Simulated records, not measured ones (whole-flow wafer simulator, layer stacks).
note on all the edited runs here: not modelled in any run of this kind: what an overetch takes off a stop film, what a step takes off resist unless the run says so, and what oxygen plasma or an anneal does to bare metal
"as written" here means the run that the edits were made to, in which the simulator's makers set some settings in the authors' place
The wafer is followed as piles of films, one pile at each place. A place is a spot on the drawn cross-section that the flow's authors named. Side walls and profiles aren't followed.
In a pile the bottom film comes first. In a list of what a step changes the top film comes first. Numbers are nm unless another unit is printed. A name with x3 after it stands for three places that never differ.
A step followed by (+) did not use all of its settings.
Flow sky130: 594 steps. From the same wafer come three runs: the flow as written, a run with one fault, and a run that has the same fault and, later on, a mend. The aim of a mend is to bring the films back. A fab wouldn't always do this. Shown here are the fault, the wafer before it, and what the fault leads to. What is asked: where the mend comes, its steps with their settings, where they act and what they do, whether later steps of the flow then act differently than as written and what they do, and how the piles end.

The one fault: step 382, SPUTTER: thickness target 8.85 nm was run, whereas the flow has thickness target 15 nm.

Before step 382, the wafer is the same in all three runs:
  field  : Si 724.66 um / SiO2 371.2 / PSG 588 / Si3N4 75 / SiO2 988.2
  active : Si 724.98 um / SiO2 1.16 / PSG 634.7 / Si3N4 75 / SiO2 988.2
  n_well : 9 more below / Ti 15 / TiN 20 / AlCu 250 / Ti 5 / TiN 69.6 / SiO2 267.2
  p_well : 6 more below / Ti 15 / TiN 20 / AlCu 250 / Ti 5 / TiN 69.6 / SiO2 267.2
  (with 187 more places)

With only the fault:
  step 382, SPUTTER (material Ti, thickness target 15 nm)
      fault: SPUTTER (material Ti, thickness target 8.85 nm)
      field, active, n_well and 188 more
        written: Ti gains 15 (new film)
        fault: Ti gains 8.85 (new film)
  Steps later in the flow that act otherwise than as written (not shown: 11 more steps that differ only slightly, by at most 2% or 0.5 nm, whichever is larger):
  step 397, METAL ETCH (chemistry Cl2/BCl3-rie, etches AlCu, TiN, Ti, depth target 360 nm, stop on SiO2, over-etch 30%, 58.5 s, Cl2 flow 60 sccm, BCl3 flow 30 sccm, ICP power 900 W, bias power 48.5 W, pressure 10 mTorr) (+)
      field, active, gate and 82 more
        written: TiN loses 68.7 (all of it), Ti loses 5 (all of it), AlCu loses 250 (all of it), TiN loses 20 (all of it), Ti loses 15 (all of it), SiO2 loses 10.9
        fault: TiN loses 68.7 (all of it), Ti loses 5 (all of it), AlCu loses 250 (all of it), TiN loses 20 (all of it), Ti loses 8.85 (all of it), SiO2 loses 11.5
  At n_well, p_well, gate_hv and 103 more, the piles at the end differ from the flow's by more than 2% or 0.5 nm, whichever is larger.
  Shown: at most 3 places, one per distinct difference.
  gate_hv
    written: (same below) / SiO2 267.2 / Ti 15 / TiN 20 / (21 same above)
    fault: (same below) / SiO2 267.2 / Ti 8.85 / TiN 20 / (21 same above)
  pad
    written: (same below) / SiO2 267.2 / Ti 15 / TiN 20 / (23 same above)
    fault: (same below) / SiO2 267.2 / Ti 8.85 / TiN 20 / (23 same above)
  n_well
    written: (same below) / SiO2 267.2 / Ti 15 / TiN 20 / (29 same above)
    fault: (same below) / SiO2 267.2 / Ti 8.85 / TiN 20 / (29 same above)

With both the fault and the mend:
  After step 382 comes the mend.
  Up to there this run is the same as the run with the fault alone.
  step 382a, SPUTTER (material Ti, thickness target 6.15 nm) (the flow's step 382, run once more with other settings)
      field, active, n_well and 188 more
        Ti gains 6.15
  Every later step of the flow that is run acts as written at every place that is followed.
  By the end, the piles equal the flow's at every place that both follow.
